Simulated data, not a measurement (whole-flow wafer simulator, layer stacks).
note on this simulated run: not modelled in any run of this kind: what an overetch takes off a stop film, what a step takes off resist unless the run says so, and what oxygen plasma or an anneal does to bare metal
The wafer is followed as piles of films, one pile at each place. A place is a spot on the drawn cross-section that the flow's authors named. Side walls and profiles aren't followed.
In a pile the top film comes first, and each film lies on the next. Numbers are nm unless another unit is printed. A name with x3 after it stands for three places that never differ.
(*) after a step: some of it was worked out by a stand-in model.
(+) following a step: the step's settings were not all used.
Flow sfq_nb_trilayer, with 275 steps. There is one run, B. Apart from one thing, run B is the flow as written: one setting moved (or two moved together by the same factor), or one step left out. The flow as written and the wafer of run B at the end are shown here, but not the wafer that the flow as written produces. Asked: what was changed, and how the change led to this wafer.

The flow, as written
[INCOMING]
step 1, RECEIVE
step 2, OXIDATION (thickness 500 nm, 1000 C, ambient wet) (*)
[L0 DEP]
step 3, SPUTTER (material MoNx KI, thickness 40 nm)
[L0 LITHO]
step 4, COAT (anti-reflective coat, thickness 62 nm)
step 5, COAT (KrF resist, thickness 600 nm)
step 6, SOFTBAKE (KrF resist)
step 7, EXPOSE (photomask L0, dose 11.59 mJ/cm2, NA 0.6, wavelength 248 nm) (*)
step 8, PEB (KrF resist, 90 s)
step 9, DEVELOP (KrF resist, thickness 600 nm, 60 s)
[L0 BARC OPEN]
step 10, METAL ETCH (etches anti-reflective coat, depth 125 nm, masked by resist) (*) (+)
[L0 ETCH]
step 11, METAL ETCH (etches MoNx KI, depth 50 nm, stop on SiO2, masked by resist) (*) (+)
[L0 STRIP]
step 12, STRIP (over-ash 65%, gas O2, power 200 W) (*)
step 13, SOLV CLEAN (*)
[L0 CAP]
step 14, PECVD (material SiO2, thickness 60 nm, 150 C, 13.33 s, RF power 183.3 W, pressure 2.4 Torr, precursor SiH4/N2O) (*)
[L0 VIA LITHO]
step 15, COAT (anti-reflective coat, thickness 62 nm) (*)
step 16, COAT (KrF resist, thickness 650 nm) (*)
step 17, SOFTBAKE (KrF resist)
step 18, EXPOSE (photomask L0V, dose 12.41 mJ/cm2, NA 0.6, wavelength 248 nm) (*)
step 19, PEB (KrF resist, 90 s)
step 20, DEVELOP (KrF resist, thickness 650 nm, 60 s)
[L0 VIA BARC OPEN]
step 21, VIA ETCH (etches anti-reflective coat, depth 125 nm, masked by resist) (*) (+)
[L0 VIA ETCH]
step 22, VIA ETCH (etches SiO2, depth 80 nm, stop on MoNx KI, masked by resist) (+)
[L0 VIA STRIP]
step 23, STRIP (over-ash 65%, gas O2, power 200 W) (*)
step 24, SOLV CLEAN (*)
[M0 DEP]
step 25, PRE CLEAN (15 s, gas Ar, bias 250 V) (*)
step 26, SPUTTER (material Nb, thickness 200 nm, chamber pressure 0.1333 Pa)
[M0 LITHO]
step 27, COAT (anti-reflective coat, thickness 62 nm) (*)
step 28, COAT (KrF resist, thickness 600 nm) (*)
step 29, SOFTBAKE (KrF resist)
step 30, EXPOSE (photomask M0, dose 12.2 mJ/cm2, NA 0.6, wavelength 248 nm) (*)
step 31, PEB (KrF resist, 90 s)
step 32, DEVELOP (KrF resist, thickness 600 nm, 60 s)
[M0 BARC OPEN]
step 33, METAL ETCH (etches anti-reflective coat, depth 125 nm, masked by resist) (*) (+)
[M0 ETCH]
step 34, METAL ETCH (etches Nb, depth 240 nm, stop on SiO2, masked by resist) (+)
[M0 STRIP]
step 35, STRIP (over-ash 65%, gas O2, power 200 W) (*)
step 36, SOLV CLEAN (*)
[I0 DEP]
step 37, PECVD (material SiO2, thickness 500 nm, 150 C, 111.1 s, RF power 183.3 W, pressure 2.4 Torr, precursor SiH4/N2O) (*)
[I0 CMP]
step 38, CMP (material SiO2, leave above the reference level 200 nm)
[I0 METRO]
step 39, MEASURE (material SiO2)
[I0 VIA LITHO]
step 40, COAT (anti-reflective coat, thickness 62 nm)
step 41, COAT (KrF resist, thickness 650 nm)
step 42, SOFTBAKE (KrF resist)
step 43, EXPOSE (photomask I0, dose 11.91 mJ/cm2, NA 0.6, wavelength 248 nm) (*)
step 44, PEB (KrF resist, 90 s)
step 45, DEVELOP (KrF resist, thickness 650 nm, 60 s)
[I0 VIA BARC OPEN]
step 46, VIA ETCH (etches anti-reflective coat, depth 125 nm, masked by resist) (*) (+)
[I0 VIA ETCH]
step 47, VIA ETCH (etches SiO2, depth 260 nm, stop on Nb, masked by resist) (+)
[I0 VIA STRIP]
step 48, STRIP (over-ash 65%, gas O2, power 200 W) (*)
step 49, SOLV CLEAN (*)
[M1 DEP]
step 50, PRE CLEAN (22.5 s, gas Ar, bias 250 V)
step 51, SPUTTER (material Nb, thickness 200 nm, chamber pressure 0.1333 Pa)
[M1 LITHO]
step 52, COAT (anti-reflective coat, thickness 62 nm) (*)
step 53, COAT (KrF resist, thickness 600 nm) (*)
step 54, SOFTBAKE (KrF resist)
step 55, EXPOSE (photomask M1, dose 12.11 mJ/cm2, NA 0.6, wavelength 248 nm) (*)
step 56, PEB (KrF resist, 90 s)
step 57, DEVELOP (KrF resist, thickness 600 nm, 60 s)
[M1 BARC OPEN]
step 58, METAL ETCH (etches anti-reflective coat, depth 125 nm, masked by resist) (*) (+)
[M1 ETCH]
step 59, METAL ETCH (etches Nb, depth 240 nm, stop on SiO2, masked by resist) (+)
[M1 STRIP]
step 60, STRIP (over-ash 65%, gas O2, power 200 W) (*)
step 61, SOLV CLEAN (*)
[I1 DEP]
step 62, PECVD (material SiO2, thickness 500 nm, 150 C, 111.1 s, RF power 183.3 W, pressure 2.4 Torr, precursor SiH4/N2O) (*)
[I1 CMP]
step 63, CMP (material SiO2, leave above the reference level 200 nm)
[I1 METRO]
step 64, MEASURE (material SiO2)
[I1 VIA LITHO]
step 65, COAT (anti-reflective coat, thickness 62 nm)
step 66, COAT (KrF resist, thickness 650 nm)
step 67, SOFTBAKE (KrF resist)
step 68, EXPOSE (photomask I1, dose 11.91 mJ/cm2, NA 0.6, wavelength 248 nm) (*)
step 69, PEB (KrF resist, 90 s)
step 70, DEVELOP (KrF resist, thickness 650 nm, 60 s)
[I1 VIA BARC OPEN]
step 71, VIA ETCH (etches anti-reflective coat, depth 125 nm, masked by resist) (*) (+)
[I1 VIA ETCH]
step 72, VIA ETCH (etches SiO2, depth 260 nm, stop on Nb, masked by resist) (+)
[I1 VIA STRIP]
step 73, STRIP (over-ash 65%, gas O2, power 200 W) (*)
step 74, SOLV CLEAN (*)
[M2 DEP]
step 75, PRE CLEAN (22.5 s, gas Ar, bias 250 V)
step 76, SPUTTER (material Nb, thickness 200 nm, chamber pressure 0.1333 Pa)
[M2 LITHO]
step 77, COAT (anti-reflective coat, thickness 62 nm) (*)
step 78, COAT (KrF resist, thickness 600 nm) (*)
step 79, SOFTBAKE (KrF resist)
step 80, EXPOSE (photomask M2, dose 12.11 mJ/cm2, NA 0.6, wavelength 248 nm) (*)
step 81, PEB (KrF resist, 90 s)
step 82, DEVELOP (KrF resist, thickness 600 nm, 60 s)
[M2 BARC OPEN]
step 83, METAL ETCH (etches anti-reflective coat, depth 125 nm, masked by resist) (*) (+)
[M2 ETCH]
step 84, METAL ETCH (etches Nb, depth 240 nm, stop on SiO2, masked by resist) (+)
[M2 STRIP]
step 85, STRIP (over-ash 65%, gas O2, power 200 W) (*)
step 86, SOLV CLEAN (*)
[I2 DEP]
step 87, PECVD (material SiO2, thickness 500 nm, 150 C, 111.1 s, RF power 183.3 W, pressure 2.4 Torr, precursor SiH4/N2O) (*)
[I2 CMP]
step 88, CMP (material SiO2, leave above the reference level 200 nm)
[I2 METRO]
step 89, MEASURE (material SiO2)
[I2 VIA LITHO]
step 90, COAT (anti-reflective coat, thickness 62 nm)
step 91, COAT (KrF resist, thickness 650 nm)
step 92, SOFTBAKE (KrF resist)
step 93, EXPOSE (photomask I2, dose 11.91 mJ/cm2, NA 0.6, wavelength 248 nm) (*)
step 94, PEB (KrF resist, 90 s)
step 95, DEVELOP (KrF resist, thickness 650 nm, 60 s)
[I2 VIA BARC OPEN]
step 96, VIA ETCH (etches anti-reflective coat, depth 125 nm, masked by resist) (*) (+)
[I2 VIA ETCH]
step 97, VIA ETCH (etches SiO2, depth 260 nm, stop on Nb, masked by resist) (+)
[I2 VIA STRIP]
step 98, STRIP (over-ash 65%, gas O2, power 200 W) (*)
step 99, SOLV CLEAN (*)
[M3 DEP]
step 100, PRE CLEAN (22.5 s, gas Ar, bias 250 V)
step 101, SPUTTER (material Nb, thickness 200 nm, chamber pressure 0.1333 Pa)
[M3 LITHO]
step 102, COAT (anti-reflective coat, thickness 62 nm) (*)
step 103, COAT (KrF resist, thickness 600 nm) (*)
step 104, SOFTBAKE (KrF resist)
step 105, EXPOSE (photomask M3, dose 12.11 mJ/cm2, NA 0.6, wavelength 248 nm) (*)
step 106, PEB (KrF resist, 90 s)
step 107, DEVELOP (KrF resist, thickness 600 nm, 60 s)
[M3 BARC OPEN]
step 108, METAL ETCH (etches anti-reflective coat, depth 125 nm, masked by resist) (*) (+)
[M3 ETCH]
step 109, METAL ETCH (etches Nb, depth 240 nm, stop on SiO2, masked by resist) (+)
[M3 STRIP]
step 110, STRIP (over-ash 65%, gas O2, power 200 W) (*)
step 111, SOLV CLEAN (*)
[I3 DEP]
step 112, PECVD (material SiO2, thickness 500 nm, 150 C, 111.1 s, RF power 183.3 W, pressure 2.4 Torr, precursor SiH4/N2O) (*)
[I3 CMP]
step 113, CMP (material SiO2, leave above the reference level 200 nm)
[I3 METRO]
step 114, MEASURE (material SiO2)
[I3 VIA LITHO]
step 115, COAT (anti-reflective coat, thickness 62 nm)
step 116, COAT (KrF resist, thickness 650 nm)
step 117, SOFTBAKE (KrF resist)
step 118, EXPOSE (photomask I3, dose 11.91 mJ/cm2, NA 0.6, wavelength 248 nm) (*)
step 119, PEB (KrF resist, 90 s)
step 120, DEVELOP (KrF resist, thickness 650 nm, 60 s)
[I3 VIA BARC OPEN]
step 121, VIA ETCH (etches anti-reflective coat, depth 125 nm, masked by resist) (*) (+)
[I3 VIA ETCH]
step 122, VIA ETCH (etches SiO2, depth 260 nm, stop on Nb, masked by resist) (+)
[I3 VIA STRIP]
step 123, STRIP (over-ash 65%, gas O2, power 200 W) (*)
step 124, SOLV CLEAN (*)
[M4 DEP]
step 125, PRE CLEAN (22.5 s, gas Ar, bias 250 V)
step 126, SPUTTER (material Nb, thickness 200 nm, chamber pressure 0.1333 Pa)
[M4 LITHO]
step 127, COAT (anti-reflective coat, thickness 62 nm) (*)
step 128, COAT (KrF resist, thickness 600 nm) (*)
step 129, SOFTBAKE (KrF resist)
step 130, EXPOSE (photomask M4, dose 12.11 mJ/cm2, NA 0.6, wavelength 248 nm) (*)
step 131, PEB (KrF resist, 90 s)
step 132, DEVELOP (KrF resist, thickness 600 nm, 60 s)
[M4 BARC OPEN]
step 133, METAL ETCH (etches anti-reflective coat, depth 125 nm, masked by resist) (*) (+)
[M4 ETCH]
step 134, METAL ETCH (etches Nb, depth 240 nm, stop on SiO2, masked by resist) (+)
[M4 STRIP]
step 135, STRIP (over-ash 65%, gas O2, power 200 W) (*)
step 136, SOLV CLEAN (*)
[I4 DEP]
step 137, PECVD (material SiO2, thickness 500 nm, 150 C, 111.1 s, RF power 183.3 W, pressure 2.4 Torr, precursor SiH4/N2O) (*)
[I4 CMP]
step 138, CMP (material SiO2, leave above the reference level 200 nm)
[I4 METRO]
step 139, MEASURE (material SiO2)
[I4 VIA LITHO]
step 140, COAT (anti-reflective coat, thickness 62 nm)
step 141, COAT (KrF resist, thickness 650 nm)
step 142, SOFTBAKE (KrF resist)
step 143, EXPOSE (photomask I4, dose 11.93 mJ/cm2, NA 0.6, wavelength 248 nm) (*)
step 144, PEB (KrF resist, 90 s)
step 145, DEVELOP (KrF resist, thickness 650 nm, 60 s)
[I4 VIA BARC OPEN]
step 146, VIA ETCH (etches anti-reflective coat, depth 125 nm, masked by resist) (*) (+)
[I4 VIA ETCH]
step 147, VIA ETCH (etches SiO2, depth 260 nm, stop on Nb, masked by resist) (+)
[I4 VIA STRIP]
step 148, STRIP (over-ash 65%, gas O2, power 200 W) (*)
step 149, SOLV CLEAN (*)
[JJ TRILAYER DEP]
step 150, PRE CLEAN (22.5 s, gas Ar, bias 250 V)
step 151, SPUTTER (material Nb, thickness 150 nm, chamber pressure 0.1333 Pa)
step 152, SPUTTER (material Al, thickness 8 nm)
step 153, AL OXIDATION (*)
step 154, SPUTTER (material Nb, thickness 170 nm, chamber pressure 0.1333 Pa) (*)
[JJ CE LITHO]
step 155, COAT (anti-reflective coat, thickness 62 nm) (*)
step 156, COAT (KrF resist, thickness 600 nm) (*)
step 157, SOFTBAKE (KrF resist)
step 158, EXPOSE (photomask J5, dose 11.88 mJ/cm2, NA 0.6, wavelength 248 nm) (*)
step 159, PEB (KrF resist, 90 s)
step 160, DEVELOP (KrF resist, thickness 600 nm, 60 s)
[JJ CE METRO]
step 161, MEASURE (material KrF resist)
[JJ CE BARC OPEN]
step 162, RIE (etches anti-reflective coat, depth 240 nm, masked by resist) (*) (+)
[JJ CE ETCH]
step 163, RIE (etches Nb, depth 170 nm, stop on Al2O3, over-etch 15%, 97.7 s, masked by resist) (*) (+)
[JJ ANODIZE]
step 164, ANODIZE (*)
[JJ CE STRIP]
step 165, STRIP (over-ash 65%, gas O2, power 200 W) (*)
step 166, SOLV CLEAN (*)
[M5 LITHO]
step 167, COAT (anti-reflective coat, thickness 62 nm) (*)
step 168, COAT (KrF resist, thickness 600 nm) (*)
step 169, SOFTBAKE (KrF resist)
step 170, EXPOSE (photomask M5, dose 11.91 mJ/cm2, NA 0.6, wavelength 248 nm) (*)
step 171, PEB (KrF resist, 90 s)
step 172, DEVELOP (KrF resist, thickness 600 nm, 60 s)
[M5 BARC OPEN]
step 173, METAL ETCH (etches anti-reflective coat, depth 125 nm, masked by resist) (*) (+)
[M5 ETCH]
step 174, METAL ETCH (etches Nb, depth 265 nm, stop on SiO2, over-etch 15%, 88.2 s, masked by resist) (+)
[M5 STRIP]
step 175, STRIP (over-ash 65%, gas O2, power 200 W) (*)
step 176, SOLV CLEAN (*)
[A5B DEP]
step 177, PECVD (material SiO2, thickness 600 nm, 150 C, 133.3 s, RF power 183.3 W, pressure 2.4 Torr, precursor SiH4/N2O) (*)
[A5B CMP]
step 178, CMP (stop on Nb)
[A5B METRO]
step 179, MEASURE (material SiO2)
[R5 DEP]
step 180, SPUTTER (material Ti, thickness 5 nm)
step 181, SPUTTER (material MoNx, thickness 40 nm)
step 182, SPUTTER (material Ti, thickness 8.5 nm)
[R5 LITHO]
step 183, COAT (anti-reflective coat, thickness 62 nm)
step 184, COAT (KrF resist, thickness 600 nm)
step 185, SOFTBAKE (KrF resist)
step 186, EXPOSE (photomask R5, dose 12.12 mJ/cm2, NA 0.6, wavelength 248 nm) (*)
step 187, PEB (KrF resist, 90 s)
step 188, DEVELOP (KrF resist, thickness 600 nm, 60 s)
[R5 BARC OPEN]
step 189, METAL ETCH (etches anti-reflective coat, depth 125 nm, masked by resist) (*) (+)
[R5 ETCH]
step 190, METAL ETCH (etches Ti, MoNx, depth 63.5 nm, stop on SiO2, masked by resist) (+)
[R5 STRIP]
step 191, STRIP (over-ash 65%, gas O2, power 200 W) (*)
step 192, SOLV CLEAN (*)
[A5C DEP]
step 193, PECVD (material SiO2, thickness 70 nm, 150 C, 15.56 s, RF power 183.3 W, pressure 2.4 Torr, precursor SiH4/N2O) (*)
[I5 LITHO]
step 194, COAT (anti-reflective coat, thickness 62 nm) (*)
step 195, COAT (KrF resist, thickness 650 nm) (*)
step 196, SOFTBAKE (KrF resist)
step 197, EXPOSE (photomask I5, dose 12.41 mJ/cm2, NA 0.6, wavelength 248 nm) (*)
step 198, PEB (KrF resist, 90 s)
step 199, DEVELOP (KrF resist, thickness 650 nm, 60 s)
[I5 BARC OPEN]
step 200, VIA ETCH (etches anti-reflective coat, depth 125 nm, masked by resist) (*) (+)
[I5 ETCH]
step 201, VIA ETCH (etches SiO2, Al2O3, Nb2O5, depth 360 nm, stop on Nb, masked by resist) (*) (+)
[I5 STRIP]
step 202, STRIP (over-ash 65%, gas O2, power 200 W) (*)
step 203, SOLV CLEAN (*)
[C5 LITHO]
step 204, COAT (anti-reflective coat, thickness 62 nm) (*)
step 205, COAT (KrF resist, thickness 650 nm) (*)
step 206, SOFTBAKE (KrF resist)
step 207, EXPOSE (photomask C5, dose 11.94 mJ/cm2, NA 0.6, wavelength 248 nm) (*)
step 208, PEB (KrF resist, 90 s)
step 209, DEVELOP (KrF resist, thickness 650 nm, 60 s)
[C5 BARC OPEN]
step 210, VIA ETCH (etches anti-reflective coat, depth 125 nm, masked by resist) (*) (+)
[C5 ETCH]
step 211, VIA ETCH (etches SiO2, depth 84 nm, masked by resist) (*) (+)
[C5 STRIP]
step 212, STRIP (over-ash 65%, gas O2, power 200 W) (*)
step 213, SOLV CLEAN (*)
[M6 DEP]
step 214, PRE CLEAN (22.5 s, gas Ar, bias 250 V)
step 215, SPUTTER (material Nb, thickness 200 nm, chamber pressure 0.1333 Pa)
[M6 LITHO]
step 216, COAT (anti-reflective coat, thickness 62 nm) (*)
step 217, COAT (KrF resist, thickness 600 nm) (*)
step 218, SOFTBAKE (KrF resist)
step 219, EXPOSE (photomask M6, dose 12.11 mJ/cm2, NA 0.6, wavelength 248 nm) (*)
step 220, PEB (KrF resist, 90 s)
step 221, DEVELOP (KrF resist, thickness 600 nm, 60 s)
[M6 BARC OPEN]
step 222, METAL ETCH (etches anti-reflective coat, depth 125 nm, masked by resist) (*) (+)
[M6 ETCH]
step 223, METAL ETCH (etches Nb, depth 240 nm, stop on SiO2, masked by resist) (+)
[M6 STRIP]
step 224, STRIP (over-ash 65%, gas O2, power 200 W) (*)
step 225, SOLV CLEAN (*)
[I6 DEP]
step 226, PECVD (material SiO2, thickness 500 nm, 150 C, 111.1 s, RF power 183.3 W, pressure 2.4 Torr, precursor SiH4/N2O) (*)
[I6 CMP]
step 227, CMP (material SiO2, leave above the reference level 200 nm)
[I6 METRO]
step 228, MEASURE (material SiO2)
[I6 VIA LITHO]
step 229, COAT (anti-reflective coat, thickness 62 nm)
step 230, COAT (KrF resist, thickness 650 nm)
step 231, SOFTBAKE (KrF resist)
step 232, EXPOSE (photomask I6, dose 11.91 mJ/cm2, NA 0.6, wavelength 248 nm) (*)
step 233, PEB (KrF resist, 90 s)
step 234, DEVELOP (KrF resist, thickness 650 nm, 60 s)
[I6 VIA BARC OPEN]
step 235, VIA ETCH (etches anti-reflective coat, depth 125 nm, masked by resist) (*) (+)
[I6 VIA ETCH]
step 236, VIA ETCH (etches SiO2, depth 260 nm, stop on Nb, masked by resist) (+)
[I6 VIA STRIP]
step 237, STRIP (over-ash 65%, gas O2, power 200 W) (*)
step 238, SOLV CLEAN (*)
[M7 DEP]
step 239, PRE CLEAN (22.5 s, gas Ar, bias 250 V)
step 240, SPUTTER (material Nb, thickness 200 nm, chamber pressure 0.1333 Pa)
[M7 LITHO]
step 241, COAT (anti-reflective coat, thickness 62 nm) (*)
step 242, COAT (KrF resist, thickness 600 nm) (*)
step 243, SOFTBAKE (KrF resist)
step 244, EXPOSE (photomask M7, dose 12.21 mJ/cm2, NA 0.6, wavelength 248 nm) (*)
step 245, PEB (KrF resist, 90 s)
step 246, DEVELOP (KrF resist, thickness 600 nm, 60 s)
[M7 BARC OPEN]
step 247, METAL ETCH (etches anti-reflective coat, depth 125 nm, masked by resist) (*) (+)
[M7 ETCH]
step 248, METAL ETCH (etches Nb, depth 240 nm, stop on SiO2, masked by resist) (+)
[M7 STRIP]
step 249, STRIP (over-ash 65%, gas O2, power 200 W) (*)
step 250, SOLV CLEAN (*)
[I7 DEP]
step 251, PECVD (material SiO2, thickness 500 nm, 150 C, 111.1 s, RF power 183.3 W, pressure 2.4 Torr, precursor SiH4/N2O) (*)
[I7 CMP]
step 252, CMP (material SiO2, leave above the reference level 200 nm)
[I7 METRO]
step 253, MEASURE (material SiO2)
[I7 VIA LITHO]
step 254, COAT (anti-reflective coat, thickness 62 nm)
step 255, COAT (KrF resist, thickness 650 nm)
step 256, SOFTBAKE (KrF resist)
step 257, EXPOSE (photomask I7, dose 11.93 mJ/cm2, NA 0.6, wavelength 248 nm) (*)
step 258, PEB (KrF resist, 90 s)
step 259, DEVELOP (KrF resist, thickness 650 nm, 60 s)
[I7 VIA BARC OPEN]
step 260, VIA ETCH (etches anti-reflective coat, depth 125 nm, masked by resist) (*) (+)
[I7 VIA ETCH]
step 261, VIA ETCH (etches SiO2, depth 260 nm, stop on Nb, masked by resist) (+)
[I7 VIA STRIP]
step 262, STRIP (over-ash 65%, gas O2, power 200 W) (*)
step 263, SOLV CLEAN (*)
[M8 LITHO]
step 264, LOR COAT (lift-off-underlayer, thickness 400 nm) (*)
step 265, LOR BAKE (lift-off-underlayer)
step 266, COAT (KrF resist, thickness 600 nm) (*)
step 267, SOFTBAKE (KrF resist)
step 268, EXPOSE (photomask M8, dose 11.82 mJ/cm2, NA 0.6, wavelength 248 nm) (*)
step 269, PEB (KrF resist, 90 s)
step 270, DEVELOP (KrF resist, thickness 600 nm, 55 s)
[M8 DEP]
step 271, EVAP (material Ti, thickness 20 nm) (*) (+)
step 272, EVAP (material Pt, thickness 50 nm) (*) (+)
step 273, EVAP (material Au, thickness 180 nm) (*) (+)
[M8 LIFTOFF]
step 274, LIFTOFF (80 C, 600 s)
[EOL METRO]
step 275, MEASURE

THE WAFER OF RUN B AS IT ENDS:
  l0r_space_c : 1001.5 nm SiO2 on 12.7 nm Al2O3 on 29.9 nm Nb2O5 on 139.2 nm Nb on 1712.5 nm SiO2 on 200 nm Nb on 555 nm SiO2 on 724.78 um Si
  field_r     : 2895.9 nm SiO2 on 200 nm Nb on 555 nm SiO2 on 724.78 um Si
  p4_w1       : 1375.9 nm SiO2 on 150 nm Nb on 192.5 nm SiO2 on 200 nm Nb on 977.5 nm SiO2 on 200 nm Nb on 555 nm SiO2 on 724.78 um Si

The reason: step 126, SPUTTER: thickness 150 nm was run, whereas the flow has thickness 200 nm.
One can read it off the wafer: p4_w1 has Nb 150, and step 126 as written asks for 200 nm.

Step by step, how the change led to this:
  step 126, SPUTTER (material Nb, thickness 200 nm, chamber pressure 0.1333 Pa)
      field_l, v_sur, via_wl and 102 more: Nb gains 150 (new film) (as written it would have been: Nb gains 200 (new film))
      via_v: Nb gains 123.9 (as written it would have been: Nb gains 165.5)
  step 127, COAT (anti-reflective coat, thickness 62 nm) (*)
      via_v: anti-reflective coat gains 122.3 (new film) (as written it would have been: anti-reflective coat gains 124.8 (new film))
  step 134, METAL ETCH (etches Nb, depth 240 nm, stop on SiO2, masked by resist) (+)
      field_l, be, be_sur and 64 more: Nb loses 150 (all of it) (as written it would have been: Nb loses 200 (all of it))
      v_sur, via_wl, via_w and 36 more: KrF resist loses 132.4 (as written it would have been: KrF resist loses 141.2)
  step 135, STRIP (over-ash 65%, gas O2, power 200 W) (*)
      p4_fl, p4_fm, p4_w1 and 26 more: KrF resist loses 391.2 (all of it), anti-reflective coat loses 62 (all of it) (as written it would have been: KrF resist loses 382.4 (all of it), anti-reflective coat loses 62 (all of it))
      lsp_m, ln_m6: KrF resist loses 390.8 (all of it), anti-reflective coat loses 61.8 (all of it) (as written it would have been: KrF resist loses 381.9 (all of it), anti-reflective coat loses 61.8 (all of it))
      (also at 8 further places)
  step 137, PECVD (material SiO2, thickness 500 nm, 150 C, 111.1 s, RF power 183.3 W, pressure 2.4 Torr, precursor SiH4/N2O) (*)
      p3_s0, p3_s1, p3_s2, p3_s3, p3_s4, p3_s5: SiO2 gains 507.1 (as written it would have been: SiO2 gains 557.1)
      via_v: SiO2 gains 601.7 (new film) (as written it would have been: SiO2 gains 615 (new film))
  step 138, CMP (material SiO2, leave above the reference level 200 nm)
      field_l, be, be_sur and 55 more: SiO2 loses 150 (as written it would have been: SiO2 loses 100)
      lsp_r, l0_sur, l0v: SiO2 loses 143.9 (as written it would have been: SiO2 loses 91.9)
      (also at 1 further place)
